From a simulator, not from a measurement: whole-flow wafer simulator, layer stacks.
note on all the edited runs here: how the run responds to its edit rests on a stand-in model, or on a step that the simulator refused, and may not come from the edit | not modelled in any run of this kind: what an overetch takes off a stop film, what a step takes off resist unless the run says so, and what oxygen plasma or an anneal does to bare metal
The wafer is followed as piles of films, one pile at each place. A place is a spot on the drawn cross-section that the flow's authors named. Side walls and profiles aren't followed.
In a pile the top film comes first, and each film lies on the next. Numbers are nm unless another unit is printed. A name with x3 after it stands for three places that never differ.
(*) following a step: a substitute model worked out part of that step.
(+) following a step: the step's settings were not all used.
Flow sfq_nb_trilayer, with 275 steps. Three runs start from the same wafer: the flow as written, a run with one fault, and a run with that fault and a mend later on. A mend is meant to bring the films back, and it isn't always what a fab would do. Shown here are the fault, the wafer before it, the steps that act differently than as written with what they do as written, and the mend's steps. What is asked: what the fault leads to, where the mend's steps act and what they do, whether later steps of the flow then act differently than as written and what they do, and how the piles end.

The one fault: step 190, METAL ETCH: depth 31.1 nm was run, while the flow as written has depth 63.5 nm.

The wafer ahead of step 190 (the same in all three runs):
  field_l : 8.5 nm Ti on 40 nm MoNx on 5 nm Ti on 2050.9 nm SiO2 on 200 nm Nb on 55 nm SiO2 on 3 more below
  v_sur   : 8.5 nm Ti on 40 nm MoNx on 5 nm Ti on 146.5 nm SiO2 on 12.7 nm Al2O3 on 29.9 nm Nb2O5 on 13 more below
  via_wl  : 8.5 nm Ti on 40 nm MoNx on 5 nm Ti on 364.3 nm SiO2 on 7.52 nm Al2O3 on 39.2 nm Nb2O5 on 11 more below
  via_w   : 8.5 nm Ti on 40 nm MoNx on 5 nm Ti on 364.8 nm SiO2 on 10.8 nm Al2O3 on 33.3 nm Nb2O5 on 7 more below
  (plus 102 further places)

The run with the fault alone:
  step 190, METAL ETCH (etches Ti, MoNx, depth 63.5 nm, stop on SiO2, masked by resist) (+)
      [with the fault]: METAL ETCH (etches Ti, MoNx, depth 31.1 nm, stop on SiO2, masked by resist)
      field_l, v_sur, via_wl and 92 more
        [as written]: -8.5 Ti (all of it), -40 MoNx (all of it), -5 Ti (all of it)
        [with the fault]: -8.5 Ti (all of it), -22.6 MoNx
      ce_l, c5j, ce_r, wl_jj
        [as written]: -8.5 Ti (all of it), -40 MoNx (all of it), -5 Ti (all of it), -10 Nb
        [with the fault]: -8.5 Ti (all of it), -22.6 MoNx
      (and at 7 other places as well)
  Steps later in the flow that act otherwise than as written (9 other steps are not shown; they differ only slightly, by no more than 2% or 0.5 nm, whichever is larger):
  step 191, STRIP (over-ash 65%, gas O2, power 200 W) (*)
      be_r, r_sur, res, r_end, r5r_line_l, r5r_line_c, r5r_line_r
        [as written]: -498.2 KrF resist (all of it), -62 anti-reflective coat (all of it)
        [with the fault]: -511.1 KrF resist (all of it), -62 anti-reflective coat (all of it)
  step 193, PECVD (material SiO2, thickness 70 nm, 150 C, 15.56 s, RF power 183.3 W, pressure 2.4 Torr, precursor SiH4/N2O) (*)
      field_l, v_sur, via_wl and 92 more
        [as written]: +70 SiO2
        [with the fault]: +70 SiO2 (new film)
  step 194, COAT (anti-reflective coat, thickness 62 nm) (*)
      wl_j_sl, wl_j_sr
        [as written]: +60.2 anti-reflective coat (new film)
        [with the fault]: +62 anti-reflective coat (new film)
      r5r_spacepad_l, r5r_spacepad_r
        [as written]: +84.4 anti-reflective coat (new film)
        [with the fault]: +74.8 anti-reflective coat (new film)
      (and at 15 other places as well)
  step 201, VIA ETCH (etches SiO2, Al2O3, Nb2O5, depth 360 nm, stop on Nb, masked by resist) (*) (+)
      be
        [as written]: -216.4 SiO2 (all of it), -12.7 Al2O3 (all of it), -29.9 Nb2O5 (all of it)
        [with the fault]: -69.8 SiO2 (all of it), -17.4 MoNx (all of it), -5 Ti (all of it), -146.5 SiO2 (all of it), -12.7 Al2O3 (all of it), -29.9 Nb2O5 (all of it)
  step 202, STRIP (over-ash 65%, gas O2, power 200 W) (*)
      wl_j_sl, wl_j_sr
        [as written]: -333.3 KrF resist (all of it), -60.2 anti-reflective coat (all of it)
        [with the fault]: -333.2 KrF resist (all of it), -62 anti-reflective coat (all of it)
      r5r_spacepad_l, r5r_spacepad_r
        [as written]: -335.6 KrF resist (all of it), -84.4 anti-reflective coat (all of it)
        [with the fault]: -334.7 KrF resist (all of it), -74.8 anti-reflective coat (all of it)
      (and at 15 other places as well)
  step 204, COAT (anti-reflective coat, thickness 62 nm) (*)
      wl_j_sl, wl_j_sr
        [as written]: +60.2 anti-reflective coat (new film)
        [with the fault]: +62 anti-reflective coat (new film)
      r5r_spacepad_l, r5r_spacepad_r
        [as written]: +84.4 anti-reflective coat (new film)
        [with the fault]: +74.8 anti-reflective coat (new film)
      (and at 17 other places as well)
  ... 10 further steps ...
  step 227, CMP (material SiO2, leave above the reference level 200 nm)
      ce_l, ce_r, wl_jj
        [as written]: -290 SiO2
        [with the fault]: -300 SiO2
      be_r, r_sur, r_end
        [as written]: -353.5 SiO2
        [with the fault]: -331.1 SiO2
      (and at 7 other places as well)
  By the end, the piles at field_l, v_sur, via_wl and 103 more depart from the flow's by more than 2% or 0.5 nm, whichever is larger.
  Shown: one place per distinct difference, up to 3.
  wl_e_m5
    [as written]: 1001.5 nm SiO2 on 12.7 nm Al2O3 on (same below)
    [with the fault]: 855 nm SiO2 on 17.4 nm MoNx on 5 nm Ti on 146.5 nm SiO2 on 12.7 nm Al2O3 on (same below)
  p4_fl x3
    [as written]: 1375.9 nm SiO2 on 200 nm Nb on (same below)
    [with the fault]: 855 nm SiO2 on 17.4 nm MoNx on 5 nm Ti on 520.9 nm SiO2 on 200 nm Nb on (same below)
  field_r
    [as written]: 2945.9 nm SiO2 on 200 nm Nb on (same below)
    [with the fault]: 855 nm SiO2 on 17.4 nm MoNx on 5 nm Ti on 2090.9 nm SiO2 on 200 nm Nb on (same below)

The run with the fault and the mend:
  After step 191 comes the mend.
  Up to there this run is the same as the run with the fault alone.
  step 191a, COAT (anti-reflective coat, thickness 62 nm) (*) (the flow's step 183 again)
      p4_fl x3, p4_w1 x9, p4_g1 x2 and 57 more
        +62 anti-reflective coat (new film)
      via_wr, via_sp, via_v and 7 more
        +62.2 anti-reflective coat (new film)
      field_l, v_sur, via_wl, via_w
        +62.1 anti-reflective coat (new film)
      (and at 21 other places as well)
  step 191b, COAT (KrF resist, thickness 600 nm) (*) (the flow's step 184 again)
      p4_fl x3, p4_w1 x9, p4_g1 x2 and 57 more
        +600 KrF resist (new film)
      v_sur, via_wl, via_w, via_wr, l0v
        +600.4 KrF resist (new film)
      via_sp, via_v, l0_sur
        +600.5 KrF resist (new film)
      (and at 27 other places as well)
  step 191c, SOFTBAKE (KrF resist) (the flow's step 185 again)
      leaves every film unchanged at each place that is followed
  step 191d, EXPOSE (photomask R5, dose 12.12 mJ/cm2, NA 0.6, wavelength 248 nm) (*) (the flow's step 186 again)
      leaves every film unchanged at each place that is followed
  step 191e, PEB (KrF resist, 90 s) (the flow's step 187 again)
      field_l, v_sur, via_wl and 80 more
        -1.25 KrF resist
      be, be_sur, gap and 12 more
        -1.26 KrF resist
      be_r, r_sur, res, r_end
        -1.23 KrF resist
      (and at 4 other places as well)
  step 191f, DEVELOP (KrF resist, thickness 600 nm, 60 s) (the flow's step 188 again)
      p4_fl x3, p4_w1 x9, p4_g1 x2 and 57 more
        -598.7 KrF resist (all of it)
      be_r, r_sur, res, r_end, r5r_line_l, r5r_line_c, r5r_line_r
        -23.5 KrF resist
      field_l, v_sur, via_wl, via_w
        -599.1 KrF resist (all of it)
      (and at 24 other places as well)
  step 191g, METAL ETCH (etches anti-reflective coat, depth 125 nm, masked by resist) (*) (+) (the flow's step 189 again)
      p4_fl x3, p4_w1 x9, p4_g1 x2 and 57 more
        -62 anti-reflective coat (all of it)
      via_wr, via_sp, via_v and 7 more
        -62.2 anti-reflective coat (all of it)
      be_r, r_sur, res, r_end, r5r_line_l, r5r_line_c, r5r_line_r
        -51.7 KrF resist
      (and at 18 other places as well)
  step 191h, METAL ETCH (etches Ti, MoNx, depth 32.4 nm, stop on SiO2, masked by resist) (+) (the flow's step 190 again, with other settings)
      field_l, v_sur, via_wl and 92 more
        -17.4 MoNx (all of it), -5 Ti (all of it)
      be_r, r_sur, res, r_end, r5r_line_l, r5r_line_c, r5r_line_r
        -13 KrF resist
      ce_l, c5j, ce_r, wl_jj
        -17.4 MoNx (all of it), -5 Ti (all of it), -10 Nb
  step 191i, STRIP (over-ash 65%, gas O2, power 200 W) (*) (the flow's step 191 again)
      r5r_line_l, r5r_line_c, r5r_line_r
        -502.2 KrF resist (all of it), -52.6 anti-reflective coat (all of it)
      be_r
        -497.9 KrF resist (all of it), -56.6 anti-reflective coat (all of it)
      r_sur
        -497.7 KrF resist (all of it), -59.2 anti-reflective coat (all of it)
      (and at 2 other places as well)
  Every later step of the flow that is run acts as written at every place that is followed.
  At every place that both follow, the piles at the end match the flow's.
